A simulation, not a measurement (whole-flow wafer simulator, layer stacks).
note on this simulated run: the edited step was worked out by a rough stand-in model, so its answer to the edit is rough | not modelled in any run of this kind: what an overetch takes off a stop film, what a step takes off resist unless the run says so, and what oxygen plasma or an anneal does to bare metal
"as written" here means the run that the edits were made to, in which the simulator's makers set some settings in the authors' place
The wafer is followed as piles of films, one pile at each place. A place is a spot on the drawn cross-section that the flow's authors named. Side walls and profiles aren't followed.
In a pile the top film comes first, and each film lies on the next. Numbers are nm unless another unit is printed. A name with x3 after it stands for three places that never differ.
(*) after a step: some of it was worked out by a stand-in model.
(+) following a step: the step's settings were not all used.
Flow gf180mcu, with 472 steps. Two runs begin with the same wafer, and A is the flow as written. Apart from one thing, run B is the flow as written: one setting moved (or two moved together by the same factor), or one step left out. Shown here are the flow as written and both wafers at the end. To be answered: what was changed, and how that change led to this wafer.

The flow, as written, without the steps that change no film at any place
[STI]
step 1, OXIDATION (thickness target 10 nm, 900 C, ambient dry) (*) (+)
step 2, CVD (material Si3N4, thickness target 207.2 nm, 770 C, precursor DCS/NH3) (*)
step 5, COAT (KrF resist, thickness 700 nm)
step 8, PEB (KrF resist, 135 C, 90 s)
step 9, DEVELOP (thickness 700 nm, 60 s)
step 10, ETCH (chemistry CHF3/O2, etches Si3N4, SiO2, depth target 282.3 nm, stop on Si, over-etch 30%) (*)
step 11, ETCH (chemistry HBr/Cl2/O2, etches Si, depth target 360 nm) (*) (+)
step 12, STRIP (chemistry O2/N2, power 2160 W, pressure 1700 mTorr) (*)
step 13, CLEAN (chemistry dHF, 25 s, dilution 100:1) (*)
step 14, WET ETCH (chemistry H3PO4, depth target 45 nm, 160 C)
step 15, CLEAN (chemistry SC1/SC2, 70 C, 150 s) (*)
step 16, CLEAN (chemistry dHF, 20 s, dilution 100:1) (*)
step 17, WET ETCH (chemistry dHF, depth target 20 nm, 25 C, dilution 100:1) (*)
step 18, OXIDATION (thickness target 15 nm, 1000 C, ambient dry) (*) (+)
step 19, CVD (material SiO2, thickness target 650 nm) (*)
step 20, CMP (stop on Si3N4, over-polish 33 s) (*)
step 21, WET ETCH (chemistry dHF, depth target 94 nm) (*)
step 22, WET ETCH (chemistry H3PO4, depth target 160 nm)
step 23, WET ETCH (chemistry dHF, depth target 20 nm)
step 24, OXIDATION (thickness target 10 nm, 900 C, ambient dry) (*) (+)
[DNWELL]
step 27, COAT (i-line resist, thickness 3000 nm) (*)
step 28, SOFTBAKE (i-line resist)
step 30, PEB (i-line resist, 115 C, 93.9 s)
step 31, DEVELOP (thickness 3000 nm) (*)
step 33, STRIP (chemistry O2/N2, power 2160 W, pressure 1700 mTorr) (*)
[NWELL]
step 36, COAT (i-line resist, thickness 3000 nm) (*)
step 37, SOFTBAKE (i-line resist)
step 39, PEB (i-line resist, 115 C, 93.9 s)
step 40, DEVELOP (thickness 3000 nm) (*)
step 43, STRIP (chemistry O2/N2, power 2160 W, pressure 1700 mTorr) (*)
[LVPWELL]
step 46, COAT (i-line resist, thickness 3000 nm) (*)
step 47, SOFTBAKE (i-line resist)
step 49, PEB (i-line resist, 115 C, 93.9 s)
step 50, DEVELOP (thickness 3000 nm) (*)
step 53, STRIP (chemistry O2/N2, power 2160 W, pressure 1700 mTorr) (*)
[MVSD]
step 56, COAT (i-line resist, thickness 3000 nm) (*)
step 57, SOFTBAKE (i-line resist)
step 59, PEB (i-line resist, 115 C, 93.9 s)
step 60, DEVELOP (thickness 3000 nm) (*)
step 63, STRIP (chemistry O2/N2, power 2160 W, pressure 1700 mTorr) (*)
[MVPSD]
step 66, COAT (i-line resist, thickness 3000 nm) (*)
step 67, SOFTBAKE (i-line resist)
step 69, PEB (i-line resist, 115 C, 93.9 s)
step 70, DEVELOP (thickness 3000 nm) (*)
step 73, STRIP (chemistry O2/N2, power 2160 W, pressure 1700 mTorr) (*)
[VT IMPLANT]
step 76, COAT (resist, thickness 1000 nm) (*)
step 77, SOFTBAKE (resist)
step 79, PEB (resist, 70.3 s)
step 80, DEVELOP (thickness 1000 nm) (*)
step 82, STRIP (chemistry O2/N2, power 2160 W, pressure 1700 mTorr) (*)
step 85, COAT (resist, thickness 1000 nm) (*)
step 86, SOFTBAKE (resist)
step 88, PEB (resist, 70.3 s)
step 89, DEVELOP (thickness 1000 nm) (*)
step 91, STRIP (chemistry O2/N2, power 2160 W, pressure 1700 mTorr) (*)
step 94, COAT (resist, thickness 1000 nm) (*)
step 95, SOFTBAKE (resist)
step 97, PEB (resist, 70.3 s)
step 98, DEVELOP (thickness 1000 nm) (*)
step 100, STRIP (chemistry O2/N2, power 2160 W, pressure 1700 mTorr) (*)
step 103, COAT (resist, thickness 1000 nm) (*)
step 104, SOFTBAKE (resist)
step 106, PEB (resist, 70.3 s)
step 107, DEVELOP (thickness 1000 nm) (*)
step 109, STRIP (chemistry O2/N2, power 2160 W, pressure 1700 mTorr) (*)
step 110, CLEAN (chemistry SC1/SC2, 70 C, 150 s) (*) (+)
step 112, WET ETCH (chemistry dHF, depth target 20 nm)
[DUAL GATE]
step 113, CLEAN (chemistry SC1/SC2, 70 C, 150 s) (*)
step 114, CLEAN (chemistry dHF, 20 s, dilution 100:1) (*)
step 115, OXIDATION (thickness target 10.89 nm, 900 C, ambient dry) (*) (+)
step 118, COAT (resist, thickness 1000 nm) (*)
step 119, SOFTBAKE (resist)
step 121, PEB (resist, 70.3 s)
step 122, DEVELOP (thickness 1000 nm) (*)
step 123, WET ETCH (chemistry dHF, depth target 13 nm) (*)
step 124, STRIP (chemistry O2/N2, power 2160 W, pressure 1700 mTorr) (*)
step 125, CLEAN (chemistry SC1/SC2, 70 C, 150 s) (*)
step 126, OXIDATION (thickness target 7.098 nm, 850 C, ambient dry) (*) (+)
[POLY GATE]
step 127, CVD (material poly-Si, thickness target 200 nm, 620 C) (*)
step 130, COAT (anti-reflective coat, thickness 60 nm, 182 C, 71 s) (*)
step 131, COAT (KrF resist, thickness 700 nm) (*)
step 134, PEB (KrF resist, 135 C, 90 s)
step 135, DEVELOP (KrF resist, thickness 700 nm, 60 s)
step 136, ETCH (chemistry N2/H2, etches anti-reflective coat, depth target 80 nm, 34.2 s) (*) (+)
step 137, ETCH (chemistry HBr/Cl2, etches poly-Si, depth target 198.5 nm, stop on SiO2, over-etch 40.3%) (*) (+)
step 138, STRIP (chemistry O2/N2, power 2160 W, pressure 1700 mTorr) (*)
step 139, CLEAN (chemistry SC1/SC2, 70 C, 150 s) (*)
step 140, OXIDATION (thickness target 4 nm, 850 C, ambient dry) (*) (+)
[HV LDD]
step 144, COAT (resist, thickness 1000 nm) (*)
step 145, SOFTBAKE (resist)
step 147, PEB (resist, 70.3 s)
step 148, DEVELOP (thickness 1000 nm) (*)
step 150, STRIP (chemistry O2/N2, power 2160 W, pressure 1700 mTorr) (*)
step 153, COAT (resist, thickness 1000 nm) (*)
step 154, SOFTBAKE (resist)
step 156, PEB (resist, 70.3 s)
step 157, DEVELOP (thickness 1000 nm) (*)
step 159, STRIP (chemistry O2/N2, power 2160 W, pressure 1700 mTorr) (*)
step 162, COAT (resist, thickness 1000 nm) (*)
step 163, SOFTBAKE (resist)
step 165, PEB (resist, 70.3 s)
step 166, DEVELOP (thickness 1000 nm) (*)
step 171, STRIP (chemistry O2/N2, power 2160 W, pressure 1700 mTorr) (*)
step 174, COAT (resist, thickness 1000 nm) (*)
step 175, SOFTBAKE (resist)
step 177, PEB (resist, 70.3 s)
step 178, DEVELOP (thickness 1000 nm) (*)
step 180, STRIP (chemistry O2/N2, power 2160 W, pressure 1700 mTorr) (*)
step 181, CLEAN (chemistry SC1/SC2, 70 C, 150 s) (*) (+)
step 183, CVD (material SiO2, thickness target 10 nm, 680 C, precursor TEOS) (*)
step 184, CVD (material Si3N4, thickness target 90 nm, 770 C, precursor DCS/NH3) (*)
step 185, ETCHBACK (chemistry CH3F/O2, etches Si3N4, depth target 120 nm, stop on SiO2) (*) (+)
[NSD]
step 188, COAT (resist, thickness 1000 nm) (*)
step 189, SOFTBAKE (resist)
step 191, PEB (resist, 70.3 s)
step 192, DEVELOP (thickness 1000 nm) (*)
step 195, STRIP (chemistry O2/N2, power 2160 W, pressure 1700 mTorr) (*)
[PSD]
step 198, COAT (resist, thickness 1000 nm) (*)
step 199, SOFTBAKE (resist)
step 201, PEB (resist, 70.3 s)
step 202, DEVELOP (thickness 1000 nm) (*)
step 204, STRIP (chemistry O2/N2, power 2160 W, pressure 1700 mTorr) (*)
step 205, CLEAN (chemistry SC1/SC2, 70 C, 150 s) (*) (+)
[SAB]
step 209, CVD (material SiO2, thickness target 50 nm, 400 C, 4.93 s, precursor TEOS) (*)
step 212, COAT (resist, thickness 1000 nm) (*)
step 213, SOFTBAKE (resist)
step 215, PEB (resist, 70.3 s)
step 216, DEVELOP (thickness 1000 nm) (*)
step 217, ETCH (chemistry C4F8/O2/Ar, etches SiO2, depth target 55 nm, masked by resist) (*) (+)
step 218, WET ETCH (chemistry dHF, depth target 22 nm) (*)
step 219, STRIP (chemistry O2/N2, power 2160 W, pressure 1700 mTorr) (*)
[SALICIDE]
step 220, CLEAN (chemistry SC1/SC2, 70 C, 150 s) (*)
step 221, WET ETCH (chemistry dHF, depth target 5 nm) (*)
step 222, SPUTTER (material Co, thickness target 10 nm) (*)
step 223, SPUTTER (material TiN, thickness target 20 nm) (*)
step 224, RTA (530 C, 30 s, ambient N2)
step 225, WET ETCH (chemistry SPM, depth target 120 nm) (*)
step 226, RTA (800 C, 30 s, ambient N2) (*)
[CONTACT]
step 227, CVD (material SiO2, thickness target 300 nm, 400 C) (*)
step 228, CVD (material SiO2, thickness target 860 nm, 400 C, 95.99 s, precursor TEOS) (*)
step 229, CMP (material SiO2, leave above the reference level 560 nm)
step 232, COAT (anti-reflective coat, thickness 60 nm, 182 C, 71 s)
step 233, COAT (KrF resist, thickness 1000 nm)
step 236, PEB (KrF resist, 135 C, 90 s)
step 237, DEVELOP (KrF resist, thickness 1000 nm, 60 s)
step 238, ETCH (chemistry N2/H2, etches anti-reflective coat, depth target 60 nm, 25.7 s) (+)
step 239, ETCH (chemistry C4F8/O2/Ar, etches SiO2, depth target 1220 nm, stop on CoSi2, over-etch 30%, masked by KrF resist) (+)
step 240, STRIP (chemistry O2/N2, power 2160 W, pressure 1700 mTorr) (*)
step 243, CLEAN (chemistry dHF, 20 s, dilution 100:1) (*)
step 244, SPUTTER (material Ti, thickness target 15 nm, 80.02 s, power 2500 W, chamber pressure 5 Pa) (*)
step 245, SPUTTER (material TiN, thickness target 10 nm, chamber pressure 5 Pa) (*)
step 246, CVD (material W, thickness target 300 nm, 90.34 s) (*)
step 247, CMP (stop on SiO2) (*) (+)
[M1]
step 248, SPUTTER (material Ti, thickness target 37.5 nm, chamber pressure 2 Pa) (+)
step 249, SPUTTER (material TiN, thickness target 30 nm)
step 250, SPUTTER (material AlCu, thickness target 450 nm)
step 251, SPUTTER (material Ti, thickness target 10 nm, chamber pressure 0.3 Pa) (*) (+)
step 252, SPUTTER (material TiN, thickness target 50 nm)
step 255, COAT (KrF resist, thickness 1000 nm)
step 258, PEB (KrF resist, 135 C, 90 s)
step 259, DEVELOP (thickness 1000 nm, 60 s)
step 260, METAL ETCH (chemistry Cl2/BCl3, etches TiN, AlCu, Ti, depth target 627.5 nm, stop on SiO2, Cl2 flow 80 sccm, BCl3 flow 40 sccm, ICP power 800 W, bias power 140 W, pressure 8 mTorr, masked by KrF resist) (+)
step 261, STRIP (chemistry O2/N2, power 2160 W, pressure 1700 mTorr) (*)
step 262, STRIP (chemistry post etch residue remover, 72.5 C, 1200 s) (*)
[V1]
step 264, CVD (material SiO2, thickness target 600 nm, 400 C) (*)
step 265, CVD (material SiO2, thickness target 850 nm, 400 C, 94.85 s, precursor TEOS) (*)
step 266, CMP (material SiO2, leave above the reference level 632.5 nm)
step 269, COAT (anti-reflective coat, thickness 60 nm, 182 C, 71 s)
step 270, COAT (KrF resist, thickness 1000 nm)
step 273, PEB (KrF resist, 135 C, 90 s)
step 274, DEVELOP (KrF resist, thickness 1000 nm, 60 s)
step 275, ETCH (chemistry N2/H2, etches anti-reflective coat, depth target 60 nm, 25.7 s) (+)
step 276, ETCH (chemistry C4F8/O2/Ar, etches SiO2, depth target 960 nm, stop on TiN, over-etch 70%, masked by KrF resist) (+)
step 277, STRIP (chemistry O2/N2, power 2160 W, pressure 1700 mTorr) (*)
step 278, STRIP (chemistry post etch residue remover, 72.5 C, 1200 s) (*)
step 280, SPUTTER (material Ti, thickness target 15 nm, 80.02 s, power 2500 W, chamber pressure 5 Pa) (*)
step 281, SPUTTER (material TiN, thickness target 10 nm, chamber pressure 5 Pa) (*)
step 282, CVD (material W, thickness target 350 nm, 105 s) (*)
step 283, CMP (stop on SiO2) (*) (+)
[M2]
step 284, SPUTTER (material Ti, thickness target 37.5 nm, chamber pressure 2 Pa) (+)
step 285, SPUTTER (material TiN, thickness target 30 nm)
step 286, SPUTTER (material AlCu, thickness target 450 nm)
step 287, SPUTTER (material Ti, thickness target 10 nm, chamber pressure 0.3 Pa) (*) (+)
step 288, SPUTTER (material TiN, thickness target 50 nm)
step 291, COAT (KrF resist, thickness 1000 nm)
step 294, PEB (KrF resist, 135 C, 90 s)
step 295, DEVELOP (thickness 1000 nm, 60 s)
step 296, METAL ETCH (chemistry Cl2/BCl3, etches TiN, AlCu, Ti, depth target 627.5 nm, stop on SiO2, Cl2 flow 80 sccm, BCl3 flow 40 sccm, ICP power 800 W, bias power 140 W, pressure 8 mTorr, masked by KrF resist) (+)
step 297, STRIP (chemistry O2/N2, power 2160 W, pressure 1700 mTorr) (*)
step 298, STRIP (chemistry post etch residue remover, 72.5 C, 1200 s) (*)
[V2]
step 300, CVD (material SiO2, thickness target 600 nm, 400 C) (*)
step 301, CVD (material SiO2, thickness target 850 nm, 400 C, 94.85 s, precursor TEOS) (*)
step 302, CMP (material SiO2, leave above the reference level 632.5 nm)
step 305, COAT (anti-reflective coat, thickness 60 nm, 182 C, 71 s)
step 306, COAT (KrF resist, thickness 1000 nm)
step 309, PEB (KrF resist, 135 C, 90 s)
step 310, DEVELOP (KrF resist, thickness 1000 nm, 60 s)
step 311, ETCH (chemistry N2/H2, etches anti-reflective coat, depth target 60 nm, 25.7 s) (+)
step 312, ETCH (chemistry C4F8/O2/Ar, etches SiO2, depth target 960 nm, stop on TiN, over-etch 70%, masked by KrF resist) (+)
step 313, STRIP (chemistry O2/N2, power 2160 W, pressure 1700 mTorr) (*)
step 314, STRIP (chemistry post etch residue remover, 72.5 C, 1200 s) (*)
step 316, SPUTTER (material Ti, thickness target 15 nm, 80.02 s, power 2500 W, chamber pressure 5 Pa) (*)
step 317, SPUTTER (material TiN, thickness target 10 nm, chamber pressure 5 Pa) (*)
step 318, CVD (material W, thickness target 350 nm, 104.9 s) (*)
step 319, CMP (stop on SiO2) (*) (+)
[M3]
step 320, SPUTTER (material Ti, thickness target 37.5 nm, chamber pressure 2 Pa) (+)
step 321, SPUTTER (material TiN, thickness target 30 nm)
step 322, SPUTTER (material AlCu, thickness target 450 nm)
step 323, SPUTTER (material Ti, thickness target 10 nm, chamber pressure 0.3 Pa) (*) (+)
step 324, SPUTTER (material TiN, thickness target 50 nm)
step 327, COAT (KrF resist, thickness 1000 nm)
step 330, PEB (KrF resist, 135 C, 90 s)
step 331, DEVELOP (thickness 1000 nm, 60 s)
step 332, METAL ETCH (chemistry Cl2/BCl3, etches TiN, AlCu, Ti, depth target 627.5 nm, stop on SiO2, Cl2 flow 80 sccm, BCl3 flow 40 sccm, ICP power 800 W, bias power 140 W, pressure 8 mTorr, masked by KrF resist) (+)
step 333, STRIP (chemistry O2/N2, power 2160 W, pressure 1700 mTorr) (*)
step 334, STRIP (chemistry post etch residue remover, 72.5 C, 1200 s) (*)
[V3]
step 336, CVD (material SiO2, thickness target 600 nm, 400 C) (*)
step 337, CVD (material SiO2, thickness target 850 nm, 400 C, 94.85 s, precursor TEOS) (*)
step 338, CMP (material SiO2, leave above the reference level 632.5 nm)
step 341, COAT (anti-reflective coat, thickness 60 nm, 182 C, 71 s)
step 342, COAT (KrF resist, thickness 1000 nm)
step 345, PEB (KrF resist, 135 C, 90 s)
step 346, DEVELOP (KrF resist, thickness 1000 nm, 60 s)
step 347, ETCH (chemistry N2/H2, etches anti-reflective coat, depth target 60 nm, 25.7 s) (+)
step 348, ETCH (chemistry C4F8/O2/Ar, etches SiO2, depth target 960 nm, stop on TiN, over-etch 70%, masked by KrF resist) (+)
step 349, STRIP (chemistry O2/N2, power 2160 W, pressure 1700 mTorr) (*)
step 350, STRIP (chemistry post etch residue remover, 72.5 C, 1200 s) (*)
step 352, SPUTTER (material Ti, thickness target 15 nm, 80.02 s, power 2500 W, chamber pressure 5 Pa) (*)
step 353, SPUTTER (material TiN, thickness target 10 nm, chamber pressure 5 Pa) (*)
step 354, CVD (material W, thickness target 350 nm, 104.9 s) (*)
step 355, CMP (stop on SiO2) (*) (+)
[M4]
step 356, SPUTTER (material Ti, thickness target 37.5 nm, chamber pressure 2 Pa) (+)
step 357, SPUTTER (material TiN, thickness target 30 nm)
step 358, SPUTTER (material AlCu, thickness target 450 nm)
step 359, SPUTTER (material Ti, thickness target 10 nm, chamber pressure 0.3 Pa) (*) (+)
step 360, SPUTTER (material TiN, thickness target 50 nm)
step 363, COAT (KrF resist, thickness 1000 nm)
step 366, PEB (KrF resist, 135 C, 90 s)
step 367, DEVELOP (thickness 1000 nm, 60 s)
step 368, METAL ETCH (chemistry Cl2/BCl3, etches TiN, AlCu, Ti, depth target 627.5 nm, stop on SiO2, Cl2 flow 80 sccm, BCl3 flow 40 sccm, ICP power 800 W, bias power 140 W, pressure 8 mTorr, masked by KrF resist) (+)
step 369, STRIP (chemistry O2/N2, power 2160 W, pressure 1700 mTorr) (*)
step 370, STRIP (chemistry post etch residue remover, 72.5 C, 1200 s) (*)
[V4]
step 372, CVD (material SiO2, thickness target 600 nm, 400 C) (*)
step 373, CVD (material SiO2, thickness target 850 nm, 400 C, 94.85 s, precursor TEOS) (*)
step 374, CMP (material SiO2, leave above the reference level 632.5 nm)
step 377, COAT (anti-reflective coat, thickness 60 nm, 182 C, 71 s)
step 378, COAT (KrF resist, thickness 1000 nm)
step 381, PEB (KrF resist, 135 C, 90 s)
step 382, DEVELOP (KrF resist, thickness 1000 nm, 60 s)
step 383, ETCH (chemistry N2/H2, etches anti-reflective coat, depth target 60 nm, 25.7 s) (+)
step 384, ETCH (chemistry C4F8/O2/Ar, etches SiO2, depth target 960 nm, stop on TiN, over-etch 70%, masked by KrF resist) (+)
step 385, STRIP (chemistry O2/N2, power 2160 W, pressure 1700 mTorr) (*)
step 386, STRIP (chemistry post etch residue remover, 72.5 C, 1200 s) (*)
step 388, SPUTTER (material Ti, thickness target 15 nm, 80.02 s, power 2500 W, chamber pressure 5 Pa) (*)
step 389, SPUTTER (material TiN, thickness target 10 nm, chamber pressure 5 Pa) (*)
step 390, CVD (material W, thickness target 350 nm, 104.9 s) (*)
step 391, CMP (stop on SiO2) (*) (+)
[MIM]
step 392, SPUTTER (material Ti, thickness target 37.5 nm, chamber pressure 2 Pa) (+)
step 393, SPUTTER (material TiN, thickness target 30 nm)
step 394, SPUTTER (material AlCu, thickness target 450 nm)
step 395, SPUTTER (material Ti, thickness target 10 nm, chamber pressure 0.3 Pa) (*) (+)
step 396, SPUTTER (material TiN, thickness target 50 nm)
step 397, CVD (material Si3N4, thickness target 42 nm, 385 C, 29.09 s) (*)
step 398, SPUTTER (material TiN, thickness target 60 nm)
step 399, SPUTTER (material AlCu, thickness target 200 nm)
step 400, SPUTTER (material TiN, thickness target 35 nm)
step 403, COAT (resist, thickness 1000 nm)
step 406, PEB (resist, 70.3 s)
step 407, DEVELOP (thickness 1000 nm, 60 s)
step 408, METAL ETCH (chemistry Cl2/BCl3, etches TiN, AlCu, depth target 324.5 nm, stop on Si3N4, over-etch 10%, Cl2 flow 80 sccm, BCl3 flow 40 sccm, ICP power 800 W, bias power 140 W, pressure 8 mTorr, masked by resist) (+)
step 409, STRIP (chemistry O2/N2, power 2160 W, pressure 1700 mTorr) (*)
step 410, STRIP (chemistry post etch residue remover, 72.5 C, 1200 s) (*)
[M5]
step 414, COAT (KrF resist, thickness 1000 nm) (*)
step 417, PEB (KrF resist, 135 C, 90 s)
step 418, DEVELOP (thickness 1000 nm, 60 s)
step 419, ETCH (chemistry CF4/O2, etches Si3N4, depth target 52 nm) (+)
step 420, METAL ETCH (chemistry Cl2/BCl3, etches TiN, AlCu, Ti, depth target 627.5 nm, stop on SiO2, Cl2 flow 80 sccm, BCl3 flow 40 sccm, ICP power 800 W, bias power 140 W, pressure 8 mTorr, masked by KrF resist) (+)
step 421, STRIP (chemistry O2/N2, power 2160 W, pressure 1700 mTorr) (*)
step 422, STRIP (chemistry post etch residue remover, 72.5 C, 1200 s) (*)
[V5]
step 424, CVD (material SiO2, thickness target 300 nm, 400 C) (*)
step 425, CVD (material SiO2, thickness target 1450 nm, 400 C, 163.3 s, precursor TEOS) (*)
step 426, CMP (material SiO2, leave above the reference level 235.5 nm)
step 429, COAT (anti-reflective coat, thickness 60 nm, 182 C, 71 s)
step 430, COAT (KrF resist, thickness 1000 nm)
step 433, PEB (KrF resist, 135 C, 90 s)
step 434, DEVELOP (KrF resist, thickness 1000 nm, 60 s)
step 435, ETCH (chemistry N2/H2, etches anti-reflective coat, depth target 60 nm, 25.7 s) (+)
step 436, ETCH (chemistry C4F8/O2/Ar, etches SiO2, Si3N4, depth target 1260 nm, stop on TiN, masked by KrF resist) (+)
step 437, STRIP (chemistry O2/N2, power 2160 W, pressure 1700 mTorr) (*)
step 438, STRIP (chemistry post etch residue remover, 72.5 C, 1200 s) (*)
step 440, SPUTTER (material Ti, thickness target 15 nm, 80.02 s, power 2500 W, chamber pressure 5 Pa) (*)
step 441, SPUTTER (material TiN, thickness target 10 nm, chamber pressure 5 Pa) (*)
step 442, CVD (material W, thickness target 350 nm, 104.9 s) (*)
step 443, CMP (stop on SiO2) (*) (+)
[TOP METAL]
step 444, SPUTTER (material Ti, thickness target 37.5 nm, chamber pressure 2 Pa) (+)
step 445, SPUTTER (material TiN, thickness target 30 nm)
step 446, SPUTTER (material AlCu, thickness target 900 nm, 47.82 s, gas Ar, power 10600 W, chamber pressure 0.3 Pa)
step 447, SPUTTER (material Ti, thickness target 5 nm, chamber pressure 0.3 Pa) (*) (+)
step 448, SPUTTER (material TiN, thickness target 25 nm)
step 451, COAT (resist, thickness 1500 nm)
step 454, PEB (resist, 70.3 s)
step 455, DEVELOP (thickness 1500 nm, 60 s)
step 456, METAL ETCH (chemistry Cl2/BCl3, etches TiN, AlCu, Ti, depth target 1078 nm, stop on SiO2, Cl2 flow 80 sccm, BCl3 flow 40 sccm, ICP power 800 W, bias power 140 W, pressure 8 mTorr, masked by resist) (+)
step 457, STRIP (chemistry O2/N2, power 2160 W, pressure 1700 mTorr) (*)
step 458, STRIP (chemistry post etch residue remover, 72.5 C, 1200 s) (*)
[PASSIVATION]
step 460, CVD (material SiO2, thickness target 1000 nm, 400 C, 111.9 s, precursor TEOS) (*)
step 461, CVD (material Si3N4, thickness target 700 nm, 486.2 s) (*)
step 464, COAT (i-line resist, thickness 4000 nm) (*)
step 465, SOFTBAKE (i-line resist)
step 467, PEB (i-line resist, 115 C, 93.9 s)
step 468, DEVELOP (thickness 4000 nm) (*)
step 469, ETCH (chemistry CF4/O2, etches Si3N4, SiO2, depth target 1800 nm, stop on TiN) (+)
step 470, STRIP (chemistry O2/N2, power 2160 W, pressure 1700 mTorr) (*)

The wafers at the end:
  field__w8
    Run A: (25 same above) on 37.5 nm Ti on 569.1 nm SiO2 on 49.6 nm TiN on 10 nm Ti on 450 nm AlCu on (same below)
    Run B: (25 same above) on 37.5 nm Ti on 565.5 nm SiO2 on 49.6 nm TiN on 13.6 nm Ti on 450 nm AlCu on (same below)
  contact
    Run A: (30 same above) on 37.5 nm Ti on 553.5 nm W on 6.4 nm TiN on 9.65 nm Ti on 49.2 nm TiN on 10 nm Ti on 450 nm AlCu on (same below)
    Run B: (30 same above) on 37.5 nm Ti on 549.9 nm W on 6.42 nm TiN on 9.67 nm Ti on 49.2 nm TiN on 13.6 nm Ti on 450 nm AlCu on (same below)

The reason: step 287, SPUTTER: thickness target 13.6 nm was run, whereas the flow has thickness target 10 nm.
One can read it off the wafer: field__w8 has Ti 13.6, and step 287 as written asks for 10 nm.

Step by step, how the change led to this:
  step 287, SPUTTER (material Ti, thickness target 10 nm, chamber pressure 0.3 Pa) (*) (+)
      field, field__w1, field__w2 and 108 more: A Ti gains 10 (new film) | B Ti gains 13.6 (new film)
  step 296, METAL ETCH (chemistry Cl2/BCl3, etches TiN, AlCu, Ti, depth target 627.5 nm, stop on SiO2, Cl2 flow 80 sccm, BCl3 flow 40 sccm, ICP power 800 W, bias power 140 W, pressure 8 mTorr, masked by KrF resist) (+)
      field, field__w1, field__w2 and 103 more: A TiN loses 50 (all of it), Ti loses 10 (all of it), AlCu loses 450 (all of it), TiN loses 30 (all of it), Ti loses 37.5 (all of it) | B TiN loses 50 (all of it), Ti loses 13.6 (all of it), AlCu loses 450 (all of it), TiN loses 30 (all of it), Ti loses 37.5 (all of it)
